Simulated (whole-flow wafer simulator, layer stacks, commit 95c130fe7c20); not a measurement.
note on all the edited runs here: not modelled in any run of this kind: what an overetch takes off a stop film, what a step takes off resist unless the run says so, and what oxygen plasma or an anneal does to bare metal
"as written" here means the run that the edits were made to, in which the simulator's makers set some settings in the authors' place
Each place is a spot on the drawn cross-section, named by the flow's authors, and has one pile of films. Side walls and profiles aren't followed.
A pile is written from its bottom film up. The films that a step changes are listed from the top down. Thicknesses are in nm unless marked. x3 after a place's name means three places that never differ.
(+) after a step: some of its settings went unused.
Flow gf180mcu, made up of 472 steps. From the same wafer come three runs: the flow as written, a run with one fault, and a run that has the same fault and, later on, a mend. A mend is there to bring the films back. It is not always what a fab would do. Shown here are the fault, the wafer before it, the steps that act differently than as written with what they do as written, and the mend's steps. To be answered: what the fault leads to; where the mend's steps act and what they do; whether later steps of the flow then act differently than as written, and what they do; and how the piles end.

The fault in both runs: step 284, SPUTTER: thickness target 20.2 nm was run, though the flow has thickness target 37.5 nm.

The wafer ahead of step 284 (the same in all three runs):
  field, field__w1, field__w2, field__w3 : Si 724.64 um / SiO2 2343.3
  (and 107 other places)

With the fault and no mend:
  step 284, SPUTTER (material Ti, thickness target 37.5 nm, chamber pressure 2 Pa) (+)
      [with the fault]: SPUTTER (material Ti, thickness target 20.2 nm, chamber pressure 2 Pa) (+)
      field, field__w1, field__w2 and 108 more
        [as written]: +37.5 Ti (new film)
        [with the fault]: +20.2 Ti (new film)
  Steps further on in the flow that do not act as written:
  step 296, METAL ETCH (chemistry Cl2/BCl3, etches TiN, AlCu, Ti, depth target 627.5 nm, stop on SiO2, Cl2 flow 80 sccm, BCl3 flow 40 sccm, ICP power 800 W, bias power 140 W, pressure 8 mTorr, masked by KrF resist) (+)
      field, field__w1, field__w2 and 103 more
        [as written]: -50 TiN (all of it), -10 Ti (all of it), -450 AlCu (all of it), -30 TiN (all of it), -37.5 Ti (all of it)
        [with the fault]: -50 TiN (all of it), -10 Ti (all of it), -450 AlCu (all of it), -30 TiN (all of it), -20.2 Ti (all of it)
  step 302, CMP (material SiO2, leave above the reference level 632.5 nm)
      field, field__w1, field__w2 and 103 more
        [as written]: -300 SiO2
        [with the fault]: -317.3 SiO2
  At field__w8, contact, m1, m1__w1, m1_nw, the piles at the end differ from the flow's by more than 2% or 0.5 nm, whichever is larger.
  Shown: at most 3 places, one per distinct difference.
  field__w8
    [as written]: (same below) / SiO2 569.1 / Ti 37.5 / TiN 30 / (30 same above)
    [with the fault]: (same below) / SiO2 569.1 / Ti 20.2 / TiN 30 / (30 same above)
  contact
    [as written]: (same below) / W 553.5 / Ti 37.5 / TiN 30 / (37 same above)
    [with the fault]: (same below) / W 553.5 / Ti 20.2 / TiN 30 / (37 same above)

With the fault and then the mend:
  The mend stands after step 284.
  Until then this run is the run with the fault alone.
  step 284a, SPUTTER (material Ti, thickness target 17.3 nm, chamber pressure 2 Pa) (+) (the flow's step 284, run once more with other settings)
      field, field__w1, field__w2 and 108 more
        +17.3 Ti
  None of the later steps of the flow acts differently than as written at any place that is followed.
  At every place that both follow, the piles at the end match the flow's.
